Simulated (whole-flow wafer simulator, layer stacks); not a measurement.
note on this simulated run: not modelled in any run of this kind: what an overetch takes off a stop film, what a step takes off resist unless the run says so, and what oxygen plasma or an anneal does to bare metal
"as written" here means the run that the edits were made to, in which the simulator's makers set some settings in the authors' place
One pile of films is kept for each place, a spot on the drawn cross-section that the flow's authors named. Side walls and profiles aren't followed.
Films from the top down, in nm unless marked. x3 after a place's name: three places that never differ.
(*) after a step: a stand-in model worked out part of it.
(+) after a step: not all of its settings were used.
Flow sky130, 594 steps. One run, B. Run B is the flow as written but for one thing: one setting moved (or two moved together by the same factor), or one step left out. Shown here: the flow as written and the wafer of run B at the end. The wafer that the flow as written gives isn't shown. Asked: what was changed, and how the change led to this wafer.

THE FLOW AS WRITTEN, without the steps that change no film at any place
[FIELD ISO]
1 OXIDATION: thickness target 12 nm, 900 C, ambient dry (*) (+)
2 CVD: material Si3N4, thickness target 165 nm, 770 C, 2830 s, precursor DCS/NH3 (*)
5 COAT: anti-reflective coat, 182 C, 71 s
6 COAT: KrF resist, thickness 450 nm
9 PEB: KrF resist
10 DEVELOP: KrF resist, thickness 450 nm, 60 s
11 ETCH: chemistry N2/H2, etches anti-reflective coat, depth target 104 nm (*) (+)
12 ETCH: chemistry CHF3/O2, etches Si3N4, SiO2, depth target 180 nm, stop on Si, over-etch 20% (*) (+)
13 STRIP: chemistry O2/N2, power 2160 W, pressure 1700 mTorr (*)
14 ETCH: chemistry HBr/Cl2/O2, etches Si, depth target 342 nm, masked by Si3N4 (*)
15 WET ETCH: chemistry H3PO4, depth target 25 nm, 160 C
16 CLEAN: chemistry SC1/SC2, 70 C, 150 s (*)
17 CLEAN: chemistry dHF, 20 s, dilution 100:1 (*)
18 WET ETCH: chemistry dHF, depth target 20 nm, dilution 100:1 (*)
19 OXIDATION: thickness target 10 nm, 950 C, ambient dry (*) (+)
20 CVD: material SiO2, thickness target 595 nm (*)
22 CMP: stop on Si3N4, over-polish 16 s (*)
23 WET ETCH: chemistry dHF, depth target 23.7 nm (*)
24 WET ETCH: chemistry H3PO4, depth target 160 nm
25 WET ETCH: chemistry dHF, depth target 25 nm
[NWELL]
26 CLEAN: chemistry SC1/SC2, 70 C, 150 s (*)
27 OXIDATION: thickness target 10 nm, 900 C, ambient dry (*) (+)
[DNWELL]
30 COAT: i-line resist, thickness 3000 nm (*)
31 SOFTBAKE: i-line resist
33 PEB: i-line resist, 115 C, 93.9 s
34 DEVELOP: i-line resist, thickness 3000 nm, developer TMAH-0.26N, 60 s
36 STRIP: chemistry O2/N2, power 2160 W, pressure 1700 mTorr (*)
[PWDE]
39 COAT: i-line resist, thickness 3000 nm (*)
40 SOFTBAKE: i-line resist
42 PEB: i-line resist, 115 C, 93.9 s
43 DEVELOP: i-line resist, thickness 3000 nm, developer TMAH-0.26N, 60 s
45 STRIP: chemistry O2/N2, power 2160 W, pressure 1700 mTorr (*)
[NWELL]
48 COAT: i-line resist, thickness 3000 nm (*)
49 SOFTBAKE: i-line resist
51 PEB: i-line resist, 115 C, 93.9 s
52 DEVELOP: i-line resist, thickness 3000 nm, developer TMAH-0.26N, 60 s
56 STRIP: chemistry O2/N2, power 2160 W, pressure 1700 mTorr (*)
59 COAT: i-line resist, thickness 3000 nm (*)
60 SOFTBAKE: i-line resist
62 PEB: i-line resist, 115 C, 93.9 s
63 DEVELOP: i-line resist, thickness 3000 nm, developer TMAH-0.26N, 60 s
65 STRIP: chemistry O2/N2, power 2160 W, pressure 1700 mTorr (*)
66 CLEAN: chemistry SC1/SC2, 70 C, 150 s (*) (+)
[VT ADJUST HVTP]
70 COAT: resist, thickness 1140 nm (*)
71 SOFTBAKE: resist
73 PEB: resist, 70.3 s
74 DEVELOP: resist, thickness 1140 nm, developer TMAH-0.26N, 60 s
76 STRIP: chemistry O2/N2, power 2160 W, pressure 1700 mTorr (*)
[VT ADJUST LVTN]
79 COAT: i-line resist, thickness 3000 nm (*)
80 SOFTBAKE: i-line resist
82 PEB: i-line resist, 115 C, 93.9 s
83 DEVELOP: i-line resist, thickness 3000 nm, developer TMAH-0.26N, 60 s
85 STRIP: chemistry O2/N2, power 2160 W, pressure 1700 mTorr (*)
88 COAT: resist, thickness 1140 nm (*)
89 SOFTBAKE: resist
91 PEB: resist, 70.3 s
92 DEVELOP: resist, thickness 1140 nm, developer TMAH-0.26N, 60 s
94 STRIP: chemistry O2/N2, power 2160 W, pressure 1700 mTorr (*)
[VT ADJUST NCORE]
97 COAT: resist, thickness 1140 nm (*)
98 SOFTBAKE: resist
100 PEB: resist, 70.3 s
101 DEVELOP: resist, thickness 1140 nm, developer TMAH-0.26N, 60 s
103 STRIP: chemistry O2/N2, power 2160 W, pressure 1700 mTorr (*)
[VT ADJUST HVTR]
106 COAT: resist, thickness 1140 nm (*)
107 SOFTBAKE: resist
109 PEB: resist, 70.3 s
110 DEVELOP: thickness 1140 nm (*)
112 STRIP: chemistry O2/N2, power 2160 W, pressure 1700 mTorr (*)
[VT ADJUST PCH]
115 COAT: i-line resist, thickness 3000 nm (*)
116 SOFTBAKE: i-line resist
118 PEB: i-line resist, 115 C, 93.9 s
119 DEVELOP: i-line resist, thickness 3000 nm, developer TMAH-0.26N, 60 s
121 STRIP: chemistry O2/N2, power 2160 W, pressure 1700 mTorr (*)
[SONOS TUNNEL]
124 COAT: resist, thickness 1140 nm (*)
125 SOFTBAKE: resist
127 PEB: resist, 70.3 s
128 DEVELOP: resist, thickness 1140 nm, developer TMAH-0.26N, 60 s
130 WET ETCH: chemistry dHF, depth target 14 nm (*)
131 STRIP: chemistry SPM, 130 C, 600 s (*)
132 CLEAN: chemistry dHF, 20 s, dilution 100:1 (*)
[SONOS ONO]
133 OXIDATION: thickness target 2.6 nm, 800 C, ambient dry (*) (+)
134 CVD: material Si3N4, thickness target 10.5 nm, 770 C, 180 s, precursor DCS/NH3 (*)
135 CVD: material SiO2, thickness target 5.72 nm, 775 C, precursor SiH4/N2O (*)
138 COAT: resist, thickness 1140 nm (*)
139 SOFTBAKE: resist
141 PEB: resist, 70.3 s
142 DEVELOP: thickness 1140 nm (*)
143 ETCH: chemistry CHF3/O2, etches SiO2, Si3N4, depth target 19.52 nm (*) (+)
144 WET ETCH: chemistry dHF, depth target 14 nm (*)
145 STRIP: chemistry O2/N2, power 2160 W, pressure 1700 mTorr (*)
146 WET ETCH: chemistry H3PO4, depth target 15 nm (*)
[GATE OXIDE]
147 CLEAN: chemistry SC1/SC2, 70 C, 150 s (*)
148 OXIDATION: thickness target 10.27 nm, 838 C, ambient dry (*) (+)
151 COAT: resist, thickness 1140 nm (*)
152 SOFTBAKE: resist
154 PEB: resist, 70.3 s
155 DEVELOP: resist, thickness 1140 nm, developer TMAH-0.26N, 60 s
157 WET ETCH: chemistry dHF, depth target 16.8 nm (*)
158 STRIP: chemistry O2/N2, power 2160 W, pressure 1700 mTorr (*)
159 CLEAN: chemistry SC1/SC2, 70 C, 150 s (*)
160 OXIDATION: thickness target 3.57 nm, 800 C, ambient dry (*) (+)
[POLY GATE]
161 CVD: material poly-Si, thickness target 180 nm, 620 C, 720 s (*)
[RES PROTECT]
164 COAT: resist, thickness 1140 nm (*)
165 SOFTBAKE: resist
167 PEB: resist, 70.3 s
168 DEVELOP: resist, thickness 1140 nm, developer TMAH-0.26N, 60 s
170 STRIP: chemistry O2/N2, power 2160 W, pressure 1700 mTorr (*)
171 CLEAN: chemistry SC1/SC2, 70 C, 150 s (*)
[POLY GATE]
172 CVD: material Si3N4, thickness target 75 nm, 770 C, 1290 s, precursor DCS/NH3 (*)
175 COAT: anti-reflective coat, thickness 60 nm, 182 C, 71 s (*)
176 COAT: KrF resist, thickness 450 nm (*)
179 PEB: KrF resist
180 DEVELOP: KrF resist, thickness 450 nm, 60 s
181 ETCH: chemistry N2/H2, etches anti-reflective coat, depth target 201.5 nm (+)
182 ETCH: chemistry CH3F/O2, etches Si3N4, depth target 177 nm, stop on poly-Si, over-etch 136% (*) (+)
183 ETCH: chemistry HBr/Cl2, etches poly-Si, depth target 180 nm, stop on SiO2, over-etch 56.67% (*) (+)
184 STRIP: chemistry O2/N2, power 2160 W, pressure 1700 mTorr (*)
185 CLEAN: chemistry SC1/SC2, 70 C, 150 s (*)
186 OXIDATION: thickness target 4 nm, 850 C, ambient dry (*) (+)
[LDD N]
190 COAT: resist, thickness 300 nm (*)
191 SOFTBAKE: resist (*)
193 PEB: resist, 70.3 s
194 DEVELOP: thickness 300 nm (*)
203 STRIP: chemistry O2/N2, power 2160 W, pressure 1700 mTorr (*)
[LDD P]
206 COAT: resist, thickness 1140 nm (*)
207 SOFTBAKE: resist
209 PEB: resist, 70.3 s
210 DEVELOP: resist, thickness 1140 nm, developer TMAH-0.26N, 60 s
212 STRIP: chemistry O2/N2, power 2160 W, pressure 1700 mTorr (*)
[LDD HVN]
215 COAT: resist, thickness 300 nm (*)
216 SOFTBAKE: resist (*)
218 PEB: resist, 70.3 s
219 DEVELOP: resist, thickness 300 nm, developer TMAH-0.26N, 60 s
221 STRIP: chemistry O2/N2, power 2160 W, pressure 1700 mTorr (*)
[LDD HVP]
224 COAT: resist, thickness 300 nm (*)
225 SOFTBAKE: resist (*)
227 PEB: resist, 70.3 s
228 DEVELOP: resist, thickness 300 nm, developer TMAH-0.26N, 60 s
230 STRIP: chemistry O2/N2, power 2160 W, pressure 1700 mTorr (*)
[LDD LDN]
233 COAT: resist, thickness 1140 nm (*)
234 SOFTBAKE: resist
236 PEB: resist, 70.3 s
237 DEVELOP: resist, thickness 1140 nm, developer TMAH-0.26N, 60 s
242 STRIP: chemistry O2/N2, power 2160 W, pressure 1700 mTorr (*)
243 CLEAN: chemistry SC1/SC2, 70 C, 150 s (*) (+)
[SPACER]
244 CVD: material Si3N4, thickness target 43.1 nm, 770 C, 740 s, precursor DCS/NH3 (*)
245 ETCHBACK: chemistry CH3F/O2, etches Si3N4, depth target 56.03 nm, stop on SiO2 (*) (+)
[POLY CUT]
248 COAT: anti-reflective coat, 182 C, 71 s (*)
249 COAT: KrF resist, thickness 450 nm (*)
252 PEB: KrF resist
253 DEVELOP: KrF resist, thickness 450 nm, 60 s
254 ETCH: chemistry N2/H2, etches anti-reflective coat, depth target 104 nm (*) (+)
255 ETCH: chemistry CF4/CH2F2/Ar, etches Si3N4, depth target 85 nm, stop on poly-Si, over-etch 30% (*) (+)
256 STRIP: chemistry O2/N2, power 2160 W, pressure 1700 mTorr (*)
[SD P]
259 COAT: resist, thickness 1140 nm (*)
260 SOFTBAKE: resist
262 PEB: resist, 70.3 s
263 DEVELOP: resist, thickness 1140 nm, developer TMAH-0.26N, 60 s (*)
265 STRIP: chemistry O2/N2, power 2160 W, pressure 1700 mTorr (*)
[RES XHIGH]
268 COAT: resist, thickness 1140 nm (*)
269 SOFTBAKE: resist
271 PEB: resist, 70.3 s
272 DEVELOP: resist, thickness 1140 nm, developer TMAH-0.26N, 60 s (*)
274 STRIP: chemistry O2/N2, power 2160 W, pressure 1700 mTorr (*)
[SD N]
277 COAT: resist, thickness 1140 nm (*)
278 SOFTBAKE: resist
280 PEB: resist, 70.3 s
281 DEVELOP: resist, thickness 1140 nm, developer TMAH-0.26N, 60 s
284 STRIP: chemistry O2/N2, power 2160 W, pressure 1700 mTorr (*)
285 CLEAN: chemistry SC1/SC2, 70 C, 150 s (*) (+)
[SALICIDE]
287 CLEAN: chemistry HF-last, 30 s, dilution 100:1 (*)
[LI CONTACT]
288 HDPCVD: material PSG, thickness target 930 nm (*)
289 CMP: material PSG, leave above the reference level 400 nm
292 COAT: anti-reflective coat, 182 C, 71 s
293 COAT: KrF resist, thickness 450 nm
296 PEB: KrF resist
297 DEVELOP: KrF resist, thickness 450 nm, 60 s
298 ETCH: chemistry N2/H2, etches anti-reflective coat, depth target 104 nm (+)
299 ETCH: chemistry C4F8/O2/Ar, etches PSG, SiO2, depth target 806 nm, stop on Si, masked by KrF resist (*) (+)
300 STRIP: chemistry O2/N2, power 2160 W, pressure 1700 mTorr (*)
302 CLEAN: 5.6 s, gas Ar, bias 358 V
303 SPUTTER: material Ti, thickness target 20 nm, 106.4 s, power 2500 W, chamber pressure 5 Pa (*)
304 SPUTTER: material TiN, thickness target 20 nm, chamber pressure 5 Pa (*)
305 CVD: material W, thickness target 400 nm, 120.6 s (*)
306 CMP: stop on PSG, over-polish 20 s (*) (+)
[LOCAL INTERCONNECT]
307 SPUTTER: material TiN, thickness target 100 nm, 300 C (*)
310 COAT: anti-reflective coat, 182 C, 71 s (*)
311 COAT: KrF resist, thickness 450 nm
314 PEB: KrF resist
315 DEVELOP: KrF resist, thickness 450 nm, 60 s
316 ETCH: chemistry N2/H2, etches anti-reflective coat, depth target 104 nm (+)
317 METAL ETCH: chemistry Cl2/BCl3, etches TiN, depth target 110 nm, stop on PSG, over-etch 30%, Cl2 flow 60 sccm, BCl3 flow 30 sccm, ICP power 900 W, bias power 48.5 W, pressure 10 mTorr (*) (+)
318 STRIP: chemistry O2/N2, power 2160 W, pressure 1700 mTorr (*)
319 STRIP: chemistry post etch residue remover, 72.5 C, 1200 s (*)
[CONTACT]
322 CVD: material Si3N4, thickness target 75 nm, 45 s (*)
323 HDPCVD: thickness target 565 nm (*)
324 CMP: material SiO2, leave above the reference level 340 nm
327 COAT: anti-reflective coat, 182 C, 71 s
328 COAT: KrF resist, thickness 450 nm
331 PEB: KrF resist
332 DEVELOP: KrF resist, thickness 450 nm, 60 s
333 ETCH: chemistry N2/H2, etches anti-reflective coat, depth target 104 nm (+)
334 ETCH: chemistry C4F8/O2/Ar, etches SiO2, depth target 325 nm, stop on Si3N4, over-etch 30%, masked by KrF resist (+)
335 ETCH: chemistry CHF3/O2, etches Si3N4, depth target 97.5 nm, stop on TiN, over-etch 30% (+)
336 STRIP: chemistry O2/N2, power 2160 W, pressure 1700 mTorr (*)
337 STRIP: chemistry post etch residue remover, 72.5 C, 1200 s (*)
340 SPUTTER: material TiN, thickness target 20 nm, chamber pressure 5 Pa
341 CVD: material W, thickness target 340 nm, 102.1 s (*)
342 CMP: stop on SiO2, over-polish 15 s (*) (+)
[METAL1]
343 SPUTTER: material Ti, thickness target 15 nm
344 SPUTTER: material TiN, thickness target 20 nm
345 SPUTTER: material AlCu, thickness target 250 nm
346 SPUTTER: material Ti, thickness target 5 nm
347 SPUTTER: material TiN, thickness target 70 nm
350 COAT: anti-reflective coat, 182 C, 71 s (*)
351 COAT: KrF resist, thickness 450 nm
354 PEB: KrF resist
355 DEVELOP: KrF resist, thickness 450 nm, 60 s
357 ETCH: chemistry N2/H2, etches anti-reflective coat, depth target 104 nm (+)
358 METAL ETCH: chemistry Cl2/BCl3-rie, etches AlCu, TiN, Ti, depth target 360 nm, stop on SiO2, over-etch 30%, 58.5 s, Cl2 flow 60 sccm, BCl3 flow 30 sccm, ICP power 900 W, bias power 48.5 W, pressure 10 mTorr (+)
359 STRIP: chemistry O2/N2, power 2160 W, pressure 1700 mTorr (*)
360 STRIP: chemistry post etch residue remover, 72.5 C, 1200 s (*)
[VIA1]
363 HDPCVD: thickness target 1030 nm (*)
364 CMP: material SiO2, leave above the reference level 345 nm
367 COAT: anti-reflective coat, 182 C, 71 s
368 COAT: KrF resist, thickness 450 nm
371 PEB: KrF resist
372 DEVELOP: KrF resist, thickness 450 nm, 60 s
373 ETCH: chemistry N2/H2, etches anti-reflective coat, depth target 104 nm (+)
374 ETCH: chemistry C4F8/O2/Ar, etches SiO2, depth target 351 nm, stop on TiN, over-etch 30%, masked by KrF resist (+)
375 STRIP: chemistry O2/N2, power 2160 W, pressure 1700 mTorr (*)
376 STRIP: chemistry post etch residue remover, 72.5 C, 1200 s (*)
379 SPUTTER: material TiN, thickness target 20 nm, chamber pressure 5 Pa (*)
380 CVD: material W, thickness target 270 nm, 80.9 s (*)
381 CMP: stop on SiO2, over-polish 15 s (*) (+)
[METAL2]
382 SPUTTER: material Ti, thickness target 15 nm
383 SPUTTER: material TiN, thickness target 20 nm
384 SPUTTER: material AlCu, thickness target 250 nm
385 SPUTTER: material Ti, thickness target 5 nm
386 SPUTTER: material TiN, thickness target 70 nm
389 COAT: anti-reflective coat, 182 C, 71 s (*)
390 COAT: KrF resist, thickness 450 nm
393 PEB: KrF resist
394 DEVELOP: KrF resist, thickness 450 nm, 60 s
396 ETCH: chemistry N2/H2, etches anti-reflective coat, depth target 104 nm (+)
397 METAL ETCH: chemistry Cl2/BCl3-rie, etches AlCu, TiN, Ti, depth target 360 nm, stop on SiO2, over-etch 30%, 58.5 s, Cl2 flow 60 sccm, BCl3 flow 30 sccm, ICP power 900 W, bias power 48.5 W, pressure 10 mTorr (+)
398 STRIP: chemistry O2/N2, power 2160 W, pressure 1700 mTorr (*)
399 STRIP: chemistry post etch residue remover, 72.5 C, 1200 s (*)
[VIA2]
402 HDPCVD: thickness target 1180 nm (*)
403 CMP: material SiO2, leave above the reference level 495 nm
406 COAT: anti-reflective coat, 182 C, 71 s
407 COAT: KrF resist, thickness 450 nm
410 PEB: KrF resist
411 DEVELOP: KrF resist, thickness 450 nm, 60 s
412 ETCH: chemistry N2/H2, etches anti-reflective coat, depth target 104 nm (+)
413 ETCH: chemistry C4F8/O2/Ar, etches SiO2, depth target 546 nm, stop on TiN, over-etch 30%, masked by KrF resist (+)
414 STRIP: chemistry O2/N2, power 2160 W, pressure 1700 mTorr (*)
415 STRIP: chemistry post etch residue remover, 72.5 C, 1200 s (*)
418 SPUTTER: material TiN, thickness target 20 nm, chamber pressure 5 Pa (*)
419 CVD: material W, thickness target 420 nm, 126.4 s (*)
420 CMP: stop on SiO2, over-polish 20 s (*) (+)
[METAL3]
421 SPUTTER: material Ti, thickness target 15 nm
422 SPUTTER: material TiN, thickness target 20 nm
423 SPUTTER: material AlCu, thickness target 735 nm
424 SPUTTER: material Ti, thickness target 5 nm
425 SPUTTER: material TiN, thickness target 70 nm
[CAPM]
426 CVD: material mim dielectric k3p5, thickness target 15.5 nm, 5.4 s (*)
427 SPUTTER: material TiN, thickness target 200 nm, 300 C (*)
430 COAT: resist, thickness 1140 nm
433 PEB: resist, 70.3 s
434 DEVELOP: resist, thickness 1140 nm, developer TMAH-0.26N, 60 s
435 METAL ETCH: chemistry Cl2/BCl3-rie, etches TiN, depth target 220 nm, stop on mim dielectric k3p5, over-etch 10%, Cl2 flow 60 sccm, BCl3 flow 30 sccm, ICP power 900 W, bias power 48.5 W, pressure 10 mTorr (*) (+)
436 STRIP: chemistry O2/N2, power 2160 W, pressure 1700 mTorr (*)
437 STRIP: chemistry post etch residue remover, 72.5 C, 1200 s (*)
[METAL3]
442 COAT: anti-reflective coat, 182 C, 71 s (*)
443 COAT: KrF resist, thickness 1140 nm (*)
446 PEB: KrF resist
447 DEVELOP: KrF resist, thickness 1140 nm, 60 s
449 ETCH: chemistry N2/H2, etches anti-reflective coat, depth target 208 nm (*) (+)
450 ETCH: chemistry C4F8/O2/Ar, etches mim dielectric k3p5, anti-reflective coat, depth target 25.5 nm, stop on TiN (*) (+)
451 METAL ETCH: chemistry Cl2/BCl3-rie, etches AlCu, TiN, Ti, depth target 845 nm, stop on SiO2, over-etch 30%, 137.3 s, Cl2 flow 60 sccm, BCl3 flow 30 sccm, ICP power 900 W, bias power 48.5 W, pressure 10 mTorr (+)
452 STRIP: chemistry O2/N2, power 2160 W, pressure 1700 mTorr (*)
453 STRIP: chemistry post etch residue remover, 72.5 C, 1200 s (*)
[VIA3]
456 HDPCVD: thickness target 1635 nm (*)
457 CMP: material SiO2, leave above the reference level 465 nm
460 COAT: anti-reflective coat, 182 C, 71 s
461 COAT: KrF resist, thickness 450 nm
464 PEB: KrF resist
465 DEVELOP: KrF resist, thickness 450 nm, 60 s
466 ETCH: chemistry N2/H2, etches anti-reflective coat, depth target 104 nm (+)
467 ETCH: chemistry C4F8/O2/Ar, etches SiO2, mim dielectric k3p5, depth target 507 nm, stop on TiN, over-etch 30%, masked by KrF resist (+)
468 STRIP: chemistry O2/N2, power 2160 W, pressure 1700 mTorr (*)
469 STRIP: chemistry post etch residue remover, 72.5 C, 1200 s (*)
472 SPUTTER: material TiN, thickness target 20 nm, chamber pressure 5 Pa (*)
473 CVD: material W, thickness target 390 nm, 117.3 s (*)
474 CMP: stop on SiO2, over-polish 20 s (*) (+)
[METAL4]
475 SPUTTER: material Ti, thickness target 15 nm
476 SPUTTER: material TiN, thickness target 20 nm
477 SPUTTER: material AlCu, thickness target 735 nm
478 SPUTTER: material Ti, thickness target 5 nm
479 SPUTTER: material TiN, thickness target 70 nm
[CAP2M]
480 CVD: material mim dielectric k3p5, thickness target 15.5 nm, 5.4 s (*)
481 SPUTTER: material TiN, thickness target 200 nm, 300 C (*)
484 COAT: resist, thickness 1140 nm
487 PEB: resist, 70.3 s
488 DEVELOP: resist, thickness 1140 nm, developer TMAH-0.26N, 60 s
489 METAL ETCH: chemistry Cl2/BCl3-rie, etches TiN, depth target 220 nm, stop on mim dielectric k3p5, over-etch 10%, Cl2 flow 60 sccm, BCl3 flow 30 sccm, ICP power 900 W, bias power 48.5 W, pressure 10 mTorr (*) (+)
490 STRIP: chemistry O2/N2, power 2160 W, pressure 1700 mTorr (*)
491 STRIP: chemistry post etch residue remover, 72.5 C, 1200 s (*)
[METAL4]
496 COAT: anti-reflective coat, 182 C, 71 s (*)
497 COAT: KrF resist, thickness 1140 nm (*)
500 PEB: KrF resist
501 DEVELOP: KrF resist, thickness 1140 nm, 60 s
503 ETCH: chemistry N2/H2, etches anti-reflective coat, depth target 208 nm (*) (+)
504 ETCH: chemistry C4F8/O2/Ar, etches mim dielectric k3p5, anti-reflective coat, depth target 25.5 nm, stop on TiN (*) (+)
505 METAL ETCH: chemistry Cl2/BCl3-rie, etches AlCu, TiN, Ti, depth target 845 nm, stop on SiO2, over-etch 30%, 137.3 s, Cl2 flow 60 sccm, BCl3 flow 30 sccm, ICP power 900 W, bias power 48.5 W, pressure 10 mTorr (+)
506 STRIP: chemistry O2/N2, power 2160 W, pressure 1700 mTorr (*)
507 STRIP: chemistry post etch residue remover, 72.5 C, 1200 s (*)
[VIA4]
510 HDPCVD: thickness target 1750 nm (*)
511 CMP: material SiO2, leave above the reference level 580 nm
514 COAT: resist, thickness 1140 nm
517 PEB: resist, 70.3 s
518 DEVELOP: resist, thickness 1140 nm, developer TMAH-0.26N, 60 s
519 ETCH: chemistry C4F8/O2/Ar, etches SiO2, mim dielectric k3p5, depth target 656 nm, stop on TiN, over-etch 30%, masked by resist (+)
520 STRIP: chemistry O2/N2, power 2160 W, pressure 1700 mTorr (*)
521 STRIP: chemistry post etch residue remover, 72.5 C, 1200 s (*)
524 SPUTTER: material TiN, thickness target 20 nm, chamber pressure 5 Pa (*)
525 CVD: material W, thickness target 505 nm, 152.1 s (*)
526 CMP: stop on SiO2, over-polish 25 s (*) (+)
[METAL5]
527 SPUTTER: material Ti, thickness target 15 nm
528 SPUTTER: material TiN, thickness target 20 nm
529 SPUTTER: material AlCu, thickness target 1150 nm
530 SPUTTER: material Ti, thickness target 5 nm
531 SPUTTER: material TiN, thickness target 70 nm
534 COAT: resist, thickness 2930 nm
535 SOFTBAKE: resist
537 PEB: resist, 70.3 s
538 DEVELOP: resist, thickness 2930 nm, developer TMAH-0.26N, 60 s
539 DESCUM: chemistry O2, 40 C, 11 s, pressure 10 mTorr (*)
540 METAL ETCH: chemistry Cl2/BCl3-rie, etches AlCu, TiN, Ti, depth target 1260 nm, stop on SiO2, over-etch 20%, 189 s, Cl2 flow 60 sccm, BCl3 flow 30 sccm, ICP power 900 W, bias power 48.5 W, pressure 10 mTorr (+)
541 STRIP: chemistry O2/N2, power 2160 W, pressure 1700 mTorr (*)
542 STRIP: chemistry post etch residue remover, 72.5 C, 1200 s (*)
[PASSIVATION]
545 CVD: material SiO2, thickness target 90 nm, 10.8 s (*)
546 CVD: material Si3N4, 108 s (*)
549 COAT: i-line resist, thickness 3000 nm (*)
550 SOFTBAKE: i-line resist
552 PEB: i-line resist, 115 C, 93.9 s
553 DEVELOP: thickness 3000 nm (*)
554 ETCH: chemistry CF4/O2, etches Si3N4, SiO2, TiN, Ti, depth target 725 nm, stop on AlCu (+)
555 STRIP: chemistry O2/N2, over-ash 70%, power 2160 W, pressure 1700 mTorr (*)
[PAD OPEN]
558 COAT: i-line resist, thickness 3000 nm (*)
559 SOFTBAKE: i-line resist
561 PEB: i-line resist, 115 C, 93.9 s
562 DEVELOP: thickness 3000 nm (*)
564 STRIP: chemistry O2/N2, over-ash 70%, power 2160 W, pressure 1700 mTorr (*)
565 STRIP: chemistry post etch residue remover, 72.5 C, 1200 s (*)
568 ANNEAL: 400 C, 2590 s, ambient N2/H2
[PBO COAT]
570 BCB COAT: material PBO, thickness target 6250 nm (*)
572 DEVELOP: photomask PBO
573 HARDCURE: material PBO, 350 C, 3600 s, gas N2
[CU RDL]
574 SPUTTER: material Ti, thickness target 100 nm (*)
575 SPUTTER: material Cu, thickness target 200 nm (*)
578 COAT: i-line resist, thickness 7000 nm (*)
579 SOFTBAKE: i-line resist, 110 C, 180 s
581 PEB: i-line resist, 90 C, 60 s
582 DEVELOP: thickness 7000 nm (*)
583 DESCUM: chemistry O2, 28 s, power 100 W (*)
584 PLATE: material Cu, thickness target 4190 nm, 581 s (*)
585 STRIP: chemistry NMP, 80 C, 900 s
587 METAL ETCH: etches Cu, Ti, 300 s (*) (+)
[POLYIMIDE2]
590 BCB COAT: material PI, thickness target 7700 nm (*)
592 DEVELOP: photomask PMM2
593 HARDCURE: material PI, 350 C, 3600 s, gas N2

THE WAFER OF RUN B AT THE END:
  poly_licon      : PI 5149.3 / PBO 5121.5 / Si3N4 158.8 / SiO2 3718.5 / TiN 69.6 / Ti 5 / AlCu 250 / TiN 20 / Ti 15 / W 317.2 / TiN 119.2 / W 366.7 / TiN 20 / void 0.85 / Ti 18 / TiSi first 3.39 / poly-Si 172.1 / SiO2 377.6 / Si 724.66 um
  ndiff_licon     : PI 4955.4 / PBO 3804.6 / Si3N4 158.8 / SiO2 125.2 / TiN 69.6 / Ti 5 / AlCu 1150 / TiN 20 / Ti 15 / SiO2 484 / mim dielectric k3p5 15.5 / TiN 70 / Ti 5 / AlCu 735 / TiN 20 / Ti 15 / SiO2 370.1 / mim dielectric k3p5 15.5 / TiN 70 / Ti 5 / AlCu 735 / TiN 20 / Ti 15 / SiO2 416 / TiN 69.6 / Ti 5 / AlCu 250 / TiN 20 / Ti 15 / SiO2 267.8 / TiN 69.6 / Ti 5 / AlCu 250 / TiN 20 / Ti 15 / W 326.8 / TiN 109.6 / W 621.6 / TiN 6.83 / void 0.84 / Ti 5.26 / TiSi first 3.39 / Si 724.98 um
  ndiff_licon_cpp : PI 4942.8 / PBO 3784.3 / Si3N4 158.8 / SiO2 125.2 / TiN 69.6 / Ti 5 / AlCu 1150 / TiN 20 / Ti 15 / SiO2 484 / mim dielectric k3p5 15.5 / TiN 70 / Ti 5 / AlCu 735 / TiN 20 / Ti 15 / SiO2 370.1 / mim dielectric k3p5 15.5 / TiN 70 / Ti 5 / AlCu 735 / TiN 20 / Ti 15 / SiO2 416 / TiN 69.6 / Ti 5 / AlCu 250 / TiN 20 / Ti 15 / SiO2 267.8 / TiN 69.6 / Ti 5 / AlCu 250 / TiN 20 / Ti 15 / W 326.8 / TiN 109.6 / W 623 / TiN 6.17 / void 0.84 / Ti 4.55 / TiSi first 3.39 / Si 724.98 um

The cause: step 568, ANNEAL: 320 C was run, where the flow has 400 C.

How the change led to this, step by step:
  568 ANNEAL: 400 C, 2590 s, ambient N2/H2
      poly_licon, rpo_hd_licon: under 11 films: void +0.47 (new film), Ti -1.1, TiSi first +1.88 (new film), poly-Si -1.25 (as written it would be: under 11 films: void +1.65 (new film), Ti -3.85, TiSi first +6.58 (new film), poly-Si -4.38)
      ndiff_licon, ndiff_licon_cpp: under 37 films: void +0.47 (new film), Ti -1.1, TiSi first +1.88 (new film), Si -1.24 (as written it would be: under 37 films: void +1.63 (new film), Ti -3.85, TiSi first +6.58 (new film), Si -4.36)
  573 HARDCURE: material PBO, 350 C, 3600 s, gas N2
      poly_licon, rpo_hd_licon: PBO -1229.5, void +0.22, Ti -0.5, TiSi first +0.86, poly-Si -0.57 (as written it would be: PBO -1229.5, void +0.07, Ti -0.17, TiSi first +0.3, poly-Si -0.2)
      ndiff_licon: PBO -1235.4, void +0.21, Ti -0.5, TiSi first +0.86, Si -0.57 (as written it would be: PBO -1235.4, void +0.07, Ti -0.17, TiSi first +0.3, Si -0.2)
      (and at 1 more place)
